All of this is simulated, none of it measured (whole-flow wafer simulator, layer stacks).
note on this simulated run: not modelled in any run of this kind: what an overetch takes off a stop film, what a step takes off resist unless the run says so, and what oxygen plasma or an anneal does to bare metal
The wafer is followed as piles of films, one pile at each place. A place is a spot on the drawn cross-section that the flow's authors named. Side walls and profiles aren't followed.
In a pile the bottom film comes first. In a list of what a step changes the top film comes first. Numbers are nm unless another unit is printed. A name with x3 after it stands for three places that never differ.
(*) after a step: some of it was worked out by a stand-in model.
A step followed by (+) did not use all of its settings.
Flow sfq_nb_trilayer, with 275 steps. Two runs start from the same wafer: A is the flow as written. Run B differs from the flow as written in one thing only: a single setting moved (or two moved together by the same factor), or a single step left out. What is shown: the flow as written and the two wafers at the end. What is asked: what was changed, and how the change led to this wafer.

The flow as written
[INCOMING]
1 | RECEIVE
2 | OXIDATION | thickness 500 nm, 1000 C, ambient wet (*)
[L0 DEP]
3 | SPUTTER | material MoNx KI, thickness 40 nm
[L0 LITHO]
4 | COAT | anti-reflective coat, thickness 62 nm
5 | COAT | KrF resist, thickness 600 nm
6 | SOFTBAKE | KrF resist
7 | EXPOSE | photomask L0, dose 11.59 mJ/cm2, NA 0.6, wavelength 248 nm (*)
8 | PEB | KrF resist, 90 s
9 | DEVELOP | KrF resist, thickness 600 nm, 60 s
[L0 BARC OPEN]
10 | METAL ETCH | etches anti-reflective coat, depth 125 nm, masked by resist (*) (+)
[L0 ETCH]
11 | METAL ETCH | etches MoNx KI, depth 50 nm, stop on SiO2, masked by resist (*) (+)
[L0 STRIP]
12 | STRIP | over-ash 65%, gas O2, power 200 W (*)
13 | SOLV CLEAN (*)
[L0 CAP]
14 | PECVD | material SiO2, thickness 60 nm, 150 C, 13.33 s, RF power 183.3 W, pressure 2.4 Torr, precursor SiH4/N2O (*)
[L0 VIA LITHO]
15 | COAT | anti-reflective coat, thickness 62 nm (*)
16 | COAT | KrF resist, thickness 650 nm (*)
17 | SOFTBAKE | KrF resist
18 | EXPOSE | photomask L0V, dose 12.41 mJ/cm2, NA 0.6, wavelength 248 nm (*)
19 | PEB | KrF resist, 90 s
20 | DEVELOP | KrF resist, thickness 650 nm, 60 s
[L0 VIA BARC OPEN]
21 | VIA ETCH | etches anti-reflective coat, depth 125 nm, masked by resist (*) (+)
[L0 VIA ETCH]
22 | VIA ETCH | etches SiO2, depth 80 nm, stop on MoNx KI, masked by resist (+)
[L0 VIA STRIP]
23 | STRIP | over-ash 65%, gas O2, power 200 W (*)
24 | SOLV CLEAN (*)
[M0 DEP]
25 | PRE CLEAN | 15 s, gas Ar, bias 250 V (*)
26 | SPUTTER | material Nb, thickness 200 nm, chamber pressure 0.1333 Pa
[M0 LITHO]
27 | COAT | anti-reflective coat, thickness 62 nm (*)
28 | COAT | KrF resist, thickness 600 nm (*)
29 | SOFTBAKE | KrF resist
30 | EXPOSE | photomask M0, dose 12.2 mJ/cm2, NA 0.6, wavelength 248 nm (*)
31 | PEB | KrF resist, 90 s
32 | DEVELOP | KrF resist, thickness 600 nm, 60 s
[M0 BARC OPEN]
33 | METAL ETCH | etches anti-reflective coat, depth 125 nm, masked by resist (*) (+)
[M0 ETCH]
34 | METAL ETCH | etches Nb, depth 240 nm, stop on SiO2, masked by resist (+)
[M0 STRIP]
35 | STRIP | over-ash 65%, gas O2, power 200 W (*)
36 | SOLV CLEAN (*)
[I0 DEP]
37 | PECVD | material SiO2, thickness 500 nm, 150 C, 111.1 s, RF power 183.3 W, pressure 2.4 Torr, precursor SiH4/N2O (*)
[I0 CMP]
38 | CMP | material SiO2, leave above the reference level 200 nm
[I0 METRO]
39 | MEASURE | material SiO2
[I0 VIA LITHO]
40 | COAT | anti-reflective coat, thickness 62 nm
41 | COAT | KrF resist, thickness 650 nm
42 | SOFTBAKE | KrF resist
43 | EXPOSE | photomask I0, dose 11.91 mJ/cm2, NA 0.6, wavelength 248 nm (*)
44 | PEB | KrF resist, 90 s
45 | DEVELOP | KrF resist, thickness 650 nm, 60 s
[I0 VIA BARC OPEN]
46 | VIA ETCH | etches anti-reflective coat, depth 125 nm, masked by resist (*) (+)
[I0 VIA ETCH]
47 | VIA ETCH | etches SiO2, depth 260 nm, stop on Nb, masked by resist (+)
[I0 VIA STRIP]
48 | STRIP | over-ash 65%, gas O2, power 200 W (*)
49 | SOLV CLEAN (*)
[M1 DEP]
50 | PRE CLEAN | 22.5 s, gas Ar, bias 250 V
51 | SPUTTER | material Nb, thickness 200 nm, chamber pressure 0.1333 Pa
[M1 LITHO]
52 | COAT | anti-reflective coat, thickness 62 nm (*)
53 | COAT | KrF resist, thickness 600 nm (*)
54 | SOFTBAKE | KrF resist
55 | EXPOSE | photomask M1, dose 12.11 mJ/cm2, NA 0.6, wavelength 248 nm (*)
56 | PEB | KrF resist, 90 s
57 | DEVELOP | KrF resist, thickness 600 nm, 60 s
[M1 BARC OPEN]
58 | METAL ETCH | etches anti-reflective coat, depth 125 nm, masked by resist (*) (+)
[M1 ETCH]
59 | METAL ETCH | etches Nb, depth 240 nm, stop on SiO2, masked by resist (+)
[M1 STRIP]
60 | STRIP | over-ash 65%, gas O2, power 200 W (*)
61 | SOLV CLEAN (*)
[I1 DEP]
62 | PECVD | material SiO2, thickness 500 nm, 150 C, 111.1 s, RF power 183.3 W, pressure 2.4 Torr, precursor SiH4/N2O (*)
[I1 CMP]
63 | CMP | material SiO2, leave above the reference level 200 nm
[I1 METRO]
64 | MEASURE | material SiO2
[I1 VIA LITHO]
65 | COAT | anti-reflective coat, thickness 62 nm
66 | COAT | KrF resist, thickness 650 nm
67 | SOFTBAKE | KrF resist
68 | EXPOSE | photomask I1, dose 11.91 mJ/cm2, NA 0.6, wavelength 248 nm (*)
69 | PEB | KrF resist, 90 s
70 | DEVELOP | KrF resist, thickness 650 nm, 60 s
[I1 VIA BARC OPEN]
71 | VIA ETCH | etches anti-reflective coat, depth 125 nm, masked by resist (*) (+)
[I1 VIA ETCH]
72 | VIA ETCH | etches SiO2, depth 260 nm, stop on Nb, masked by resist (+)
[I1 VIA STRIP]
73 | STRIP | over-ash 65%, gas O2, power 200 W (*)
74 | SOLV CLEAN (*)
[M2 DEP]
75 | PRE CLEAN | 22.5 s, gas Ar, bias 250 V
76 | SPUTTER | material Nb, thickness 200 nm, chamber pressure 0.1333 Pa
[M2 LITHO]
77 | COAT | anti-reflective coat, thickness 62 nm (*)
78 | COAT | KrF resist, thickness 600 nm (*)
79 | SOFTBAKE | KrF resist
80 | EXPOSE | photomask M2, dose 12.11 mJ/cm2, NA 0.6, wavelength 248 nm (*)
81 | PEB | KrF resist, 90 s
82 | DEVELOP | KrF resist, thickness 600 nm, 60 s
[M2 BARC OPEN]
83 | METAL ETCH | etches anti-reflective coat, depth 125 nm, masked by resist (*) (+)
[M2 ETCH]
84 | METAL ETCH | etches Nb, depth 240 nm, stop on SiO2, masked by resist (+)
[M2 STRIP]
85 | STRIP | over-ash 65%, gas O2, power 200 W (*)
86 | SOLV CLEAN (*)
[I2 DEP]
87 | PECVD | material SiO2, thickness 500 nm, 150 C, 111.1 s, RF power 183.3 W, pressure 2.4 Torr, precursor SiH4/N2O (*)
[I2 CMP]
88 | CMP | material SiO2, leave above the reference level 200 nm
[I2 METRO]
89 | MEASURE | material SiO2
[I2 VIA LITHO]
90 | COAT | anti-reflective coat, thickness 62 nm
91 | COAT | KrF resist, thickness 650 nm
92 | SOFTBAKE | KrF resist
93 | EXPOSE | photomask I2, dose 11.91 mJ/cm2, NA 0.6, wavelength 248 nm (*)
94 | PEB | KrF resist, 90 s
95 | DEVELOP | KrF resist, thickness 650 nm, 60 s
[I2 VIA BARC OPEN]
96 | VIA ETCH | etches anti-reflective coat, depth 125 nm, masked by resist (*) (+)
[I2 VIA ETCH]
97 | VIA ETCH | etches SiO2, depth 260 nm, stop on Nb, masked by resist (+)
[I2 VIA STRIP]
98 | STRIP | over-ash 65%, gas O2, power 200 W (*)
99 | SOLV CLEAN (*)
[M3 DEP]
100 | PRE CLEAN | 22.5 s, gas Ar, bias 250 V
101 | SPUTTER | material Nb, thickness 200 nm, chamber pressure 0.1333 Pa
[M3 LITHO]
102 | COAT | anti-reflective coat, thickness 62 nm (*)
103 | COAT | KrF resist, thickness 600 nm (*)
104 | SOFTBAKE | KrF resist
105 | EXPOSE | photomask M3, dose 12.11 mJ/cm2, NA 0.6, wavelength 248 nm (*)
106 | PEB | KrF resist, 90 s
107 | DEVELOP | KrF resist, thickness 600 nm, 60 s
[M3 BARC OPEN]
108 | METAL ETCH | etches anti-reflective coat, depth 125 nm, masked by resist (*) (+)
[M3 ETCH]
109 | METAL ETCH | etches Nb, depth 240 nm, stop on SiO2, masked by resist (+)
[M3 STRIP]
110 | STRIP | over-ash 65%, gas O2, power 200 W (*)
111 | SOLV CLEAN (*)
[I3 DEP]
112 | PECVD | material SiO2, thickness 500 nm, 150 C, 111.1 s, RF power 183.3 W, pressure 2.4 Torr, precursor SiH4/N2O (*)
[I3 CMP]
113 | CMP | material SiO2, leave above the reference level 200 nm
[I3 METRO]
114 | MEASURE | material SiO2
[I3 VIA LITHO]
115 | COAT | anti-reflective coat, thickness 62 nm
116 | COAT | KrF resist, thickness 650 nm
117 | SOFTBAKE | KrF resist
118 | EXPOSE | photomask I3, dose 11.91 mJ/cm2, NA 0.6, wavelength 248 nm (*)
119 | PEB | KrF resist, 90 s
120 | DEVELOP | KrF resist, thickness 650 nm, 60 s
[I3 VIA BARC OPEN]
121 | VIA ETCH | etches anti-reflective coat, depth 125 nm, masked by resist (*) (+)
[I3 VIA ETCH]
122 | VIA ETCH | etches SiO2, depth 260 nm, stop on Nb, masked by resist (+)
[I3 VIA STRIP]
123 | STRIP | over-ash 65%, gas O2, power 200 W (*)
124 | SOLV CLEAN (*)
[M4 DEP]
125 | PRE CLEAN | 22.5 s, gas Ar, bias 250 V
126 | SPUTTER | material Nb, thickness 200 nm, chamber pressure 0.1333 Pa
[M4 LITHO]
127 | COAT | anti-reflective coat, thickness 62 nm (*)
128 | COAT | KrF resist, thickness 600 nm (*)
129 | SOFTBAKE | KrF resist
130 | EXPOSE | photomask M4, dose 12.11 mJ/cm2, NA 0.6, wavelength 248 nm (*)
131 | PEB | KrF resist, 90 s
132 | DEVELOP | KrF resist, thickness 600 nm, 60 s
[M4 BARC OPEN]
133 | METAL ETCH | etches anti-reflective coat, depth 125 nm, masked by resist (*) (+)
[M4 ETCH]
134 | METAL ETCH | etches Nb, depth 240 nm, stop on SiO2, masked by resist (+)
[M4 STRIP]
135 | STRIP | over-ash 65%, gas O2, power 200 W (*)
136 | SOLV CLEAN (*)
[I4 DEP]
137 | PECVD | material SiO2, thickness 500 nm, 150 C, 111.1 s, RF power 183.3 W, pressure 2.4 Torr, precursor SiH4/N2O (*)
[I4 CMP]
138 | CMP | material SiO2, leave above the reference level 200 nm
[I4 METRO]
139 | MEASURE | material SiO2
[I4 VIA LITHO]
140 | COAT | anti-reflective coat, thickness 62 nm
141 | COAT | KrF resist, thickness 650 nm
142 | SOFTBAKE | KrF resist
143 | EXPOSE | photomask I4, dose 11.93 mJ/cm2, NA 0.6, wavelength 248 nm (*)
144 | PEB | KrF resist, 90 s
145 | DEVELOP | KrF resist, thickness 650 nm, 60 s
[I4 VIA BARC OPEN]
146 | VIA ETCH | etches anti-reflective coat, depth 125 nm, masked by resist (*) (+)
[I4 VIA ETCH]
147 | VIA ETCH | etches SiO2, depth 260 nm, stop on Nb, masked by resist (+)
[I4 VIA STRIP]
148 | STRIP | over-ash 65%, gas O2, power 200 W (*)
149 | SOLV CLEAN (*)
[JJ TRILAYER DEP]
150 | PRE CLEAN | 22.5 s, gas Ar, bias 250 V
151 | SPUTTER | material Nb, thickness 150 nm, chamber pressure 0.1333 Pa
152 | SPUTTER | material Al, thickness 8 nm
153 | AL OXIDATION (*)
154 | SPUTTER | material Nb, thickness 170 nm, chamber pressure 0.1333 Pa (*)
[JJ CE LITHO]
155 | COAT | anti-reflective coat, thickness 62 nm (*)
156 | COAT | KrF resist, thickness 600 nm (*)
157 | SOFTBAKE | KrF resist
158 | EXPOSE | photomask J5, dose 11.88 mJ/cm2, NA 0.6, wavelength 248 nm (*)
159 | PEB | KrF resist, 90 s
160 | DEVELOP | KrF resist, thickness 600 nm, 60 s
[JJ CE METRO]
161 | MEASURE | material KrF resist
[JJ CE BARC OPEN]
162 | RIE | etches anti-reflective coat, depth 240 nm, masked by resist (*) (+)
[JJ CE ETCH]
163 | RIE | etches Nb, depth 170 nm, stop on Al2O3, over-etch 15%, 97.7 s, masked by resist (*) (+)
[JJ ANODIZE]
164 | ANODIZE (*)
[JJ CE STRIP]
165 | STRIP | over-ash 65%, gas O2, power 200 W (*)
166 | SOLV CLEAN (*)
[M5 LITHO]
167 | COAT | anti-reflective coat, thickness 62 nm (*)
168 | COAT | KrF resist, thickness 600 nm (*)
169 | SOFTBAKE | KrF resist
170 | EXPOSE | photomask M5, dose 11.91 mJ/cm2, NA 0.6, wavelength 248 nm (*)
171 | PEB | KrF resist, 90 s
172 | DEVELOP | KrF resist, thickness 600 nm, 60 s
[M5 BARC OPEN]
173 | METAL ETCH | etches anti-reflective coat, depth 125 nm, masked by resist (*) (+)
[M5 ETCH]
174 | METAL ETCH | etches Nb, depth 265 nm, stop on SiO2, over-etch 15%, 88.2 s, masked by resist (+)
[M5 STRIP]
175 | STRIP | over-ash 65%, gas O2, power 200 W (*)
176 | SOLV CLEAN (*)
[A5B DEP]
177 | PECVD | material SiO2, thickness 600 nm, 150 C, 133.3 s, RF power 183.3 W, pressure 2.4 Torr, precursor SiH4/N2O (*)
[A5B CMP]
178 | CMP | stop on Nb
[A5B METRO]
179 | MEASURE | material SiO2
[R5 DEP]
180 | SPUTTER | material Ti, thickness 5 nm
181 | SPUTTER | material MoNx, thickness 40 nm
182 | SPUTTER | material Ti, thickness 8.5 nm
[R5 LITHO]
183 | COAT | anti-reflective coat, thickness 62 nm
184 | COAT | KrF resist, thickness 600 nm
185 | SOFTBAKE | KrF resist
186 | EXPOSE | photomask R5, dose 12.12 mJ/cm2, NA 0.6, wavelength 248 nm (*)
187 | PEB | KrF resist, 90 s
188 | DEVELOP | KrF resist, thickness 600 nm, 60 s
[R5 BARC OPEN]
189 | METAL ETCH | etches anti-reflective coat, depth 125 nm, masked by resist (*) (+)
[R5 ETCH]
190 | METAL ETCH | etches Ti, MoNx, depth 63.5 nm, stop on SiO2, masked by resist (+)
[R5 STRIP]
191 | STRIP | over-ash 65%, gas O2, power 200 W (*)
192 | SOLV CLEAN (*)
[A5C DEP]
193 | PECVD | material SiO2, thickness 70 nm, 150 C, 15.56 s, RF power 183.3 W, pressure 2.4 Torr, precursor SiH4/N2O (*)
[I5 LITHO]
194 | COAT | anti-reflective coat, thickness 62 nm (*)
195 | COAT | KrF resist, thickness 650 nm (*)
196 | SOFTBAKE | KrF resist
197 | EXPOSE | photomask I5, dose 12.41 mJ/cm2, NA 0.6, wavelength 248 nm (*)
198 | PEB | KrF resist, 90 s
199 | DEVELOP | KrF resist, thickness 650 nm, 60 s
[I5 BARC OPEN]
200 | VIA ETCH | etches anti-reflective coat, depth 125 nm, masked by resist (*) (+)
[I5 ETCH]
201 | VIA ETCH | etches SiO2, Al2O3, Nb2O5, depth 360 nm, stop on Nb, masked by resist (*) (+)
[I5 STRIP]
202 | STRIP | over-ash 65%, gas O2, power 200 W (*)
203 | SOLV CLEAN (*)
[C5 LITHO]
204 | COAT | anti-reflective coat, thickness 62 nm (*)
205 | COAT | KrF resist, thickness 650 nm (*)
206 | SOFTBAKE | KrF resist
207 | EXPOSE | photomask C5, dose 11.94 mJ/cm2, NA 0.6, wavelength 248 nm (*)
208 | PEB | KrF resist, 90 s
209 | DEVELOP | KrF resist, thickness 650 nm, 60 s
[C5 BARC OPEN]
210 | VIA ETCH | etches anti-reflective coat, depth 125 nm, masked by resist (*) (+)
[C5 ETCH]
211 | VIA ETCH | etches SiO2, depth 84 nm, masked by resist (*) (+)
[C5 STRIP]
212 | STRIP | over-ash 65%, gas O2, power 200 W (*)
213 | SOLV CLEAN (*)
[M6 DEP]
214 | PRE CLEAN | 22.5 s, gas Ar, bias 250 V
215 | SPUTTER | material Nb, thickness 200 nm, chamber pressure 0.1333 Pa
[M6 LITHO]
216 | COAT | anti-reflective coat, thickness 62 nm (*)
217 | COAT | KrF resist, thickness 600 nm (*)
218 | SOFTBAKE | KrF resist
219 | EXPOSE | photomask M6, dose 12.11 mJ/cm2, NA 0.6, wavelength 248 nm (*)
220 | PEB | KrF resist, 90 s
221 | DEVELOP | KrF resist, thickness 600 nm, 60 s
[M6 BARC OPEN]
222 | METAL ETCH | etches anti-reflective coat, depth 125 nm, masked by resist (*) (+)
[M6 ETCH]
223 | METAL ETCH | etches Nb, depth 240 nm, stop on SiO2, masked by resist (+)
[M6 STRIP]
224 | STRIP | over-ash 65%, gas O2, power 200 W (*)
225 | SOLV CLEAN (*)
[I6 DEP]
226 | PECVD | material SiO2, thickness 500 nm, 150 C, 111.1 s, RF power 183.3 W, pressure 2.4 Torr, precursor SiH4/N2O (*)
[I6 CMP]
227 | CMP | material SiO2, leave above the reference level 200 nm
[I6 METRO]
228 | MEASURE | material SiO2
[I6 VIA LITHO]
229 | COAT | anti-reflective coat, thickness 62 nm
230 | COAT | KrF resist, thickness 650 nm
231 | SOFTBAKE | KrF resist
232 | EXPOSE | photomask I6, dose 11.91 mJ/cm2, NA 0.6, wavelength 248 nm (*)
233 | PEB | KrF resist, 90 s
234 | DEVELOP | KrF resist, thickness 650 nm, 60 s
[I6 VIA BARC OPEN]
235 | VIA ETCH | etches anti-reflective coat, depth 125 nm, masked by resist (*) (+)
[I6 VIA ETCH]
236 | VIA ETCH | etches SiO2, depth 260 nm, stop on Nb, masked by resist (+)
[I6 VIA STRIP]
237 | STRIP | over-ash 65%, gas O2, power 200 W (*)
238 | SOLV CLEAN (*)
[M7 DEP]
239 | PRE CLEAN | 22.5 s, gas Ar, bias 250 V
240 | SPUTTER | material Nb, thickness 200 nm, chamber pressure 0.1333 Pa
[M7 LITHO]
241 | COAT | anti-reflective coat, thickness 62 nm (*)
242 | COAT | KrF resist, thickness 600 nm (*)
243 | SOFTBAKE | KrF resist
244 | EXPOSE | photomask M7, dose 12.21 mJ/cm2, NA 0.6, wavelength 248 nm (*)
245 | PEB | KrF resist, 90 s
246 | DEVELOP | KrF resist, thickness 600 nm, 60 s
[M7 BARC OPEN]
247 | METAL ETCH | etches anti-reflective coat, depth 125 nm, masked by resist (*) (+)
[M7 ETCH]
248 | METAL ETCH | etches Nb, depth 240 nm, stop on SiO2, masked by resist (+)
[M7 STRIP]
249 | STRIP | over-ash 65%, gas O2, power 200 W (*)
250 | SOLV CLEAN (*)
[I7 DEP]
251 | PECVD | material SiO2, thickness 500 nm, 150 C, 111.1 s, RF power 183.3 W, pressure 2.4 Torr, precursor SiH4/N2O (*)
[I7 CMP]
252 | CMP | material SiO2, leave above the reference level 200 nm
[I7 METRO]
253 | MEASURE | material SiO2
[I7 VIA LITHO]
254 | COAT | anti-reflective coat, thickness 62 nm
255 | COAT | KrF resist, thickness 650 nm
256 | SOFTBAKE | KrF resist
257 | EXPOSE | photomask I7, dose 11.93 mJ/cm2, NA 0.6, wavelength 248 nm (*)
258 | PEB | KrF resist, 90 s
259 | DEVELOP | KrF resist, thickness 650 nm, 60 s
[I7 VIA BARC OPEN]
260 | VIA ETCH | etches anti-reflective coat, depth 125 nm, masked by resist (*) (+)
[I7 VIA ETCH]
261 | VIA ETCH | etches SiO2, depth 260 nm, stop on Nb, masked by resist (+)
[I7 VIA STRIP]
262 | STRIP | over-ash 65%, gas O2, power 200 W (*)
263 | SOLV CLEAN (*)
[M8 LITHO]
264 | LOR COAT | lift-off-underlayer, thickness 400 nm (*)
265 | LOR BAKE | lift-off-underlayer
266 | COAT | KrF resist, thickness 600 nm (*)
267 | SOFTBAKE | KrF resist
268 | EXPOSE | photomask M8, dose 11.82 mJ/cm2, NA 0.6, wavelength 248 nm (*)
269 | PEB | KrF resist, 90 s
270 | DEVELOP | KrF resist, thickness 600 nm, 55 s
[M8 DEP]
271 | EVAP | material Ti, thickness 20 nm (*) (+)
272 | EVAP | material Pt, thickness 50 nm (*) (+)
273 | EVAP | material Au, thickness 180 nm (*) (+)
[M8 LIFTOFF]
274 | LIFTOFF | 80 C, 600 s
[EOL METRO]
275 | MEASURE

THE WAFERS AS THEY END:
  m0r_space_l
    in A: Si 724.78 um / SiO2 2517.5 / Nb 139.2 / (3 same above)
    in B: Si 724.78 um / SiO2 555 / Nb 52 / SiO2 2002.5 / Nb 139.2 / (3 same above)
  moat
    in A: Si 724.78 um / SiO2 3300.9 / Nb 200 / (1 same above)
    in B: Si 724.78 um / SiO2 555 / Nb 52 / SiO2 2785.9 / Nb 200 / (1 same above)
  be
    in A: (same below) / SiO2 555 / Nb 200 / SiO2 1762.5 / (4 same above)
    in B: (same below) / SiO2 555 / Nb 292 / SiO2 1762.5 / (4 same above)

Cause: step 26, SPUTTER: thickness 292 nm was run, though the flow has thickness 200 nm.
The wafer lets one read it off: be has Nb 292, and step 26 as written asks for 200 nm.

How this came from the change, step by step:
  26 | SPUTTER | material Nb, thickness 200 nm, chamber pressure 0.1333 Pa
      field_l, v_sur, via_wl and 102 more: A Nb gains 200 (new film) | B Nb gains 292 (new film)
      l0v: A Nb gains 195.7 (new film) | B Nb gains 288 (new film)
  34 | METAL ETCH | etches Nb, depth 240 nm, stop on SiO2, masked by resist (+)
      moat, m0r_space_l, m0r_space_r: A Nb loses 200 (all of it) | B Nb loses 240
  37 | PECVD | material SiO2, thickness 500 nm, 150 C, 111.1 s, RF power 183.3 W, pressure 2.4 Torr, precursor SiH4/N2O (*)
      moat, m0r_space_l, m0r_space_r: A SiO2 gains 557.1 | B SiO2 gains 597.1 (new film)
If metal films that touch count as one body, m0r_space_l has 2 bodies (between them, from the top down: SiO2 2002.5); the flow as written gives 1 body.
If metal films that touch count as one body, moat has 2 bodies (between them, from the top down: SiO2 2785.9); the flow as written gives 1 body.
